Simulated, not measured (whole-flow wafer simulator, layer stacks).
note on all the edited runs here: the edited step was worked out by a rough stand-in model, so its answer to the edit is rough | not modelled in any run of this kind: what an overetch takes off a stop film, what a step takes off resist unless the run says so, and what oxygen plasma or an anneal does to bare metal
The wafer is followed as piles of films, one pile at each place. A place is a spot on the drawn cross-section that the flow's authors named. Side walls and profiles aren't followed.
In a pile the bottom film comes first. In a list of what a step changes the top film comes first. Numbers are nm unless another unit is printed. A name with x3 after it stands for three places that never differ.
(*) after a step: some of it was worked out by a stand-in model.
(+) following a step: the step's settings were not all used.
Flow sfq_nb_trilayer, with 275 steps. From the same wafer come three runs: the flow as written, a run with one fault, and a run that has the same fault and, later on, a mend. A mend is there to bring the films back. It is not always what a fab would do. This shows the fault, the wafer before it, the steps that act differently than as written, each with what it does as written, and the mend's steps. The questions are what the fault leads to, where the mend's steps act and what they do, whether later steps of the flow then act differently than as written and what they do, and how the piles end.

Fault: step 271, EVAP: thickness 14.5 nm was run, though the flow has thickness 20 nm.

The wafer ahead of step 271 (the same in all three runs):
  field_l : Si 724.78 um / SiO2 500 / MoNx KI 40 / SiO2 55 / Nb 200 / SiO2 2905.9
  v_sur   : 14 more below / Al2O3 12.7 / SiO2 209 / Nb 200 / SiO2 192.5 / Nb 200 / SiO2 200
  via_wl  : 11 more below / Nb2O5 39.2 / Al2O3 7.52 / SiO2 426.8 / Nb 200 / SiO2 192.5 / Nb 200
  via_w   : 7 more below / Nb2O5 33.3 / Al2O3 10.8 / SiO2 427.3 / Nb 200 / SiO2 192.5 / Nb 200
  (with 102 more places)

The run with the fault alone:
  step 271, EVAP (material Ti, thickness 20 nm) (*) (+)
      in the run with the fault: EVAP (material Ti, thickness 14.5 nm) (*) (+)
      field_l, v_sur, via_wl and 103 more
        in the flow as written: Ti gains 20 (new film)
        in the run with the fault: Ti gains 14.5 (new film)
  Steps later in the flow that act otherwise than as written:
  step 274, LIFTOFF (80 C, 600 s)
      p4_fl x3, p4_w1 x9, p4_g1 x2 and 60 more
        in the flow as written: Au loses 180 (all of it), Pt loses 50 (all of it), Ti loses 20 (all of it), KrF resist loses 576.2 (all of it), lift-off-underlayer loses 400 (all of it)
        in the run with the fault: Au loses 180 (all of it), Pt loses 50 (all of it), Ti loses 14.5 (all of it), KrF resist loses 576.2 (all of it), lift-off-underlayer loses 400 (all of it)
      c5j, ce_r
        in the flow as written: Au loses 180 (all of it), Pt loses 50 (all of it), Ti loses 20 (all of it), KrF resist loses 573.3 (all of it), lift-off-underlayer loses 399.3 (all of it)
        in the run with the fault: Au loses 180 (all of it), Pt loses 50 (all of it), Ti loses 14.5 (all of it), KrF resist loses 573.3 (all of it), lift-off-underlayer loses 399.3 (all of it)
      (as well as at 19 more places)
  By the end, the piles at field_l, v_sur, via_wl and 8 more depart from the flow's by more than 2% or 0.5 nm, whichever is larger.
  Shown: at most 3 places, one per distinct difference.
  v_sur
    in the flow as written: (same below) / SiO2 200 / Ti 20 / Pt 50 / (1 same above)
    in the run with the fault: (same below) / SiO2 200 / Ti 14.5 / Pt 50 / (1 same above)
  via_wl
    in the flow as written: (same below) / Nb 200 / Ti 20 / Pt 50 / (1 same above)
    in the run with the fault: (same below) / Nb 200 / Ti 14.5 / Pt 50 / (1 same above)
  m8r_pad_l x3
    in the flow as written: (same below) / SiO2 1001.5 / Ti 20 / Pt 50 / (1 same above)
    in the run with the fault: (same below) / SiO2 1001.5 / Ti 14.5 / Pt 50 / (1 same above)

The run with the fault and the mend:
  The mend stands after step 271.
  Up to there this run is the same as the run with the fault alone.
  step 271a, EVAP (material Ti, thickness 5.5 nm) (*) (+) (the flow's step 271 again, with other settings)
      field_l, v_sur, via_wl and 103 more
        Ti gains 5.5
  None of the later steps of the flow acts differently than as written at any place that is followed.
  At every place that both follow, the piles at the end match the flow's.
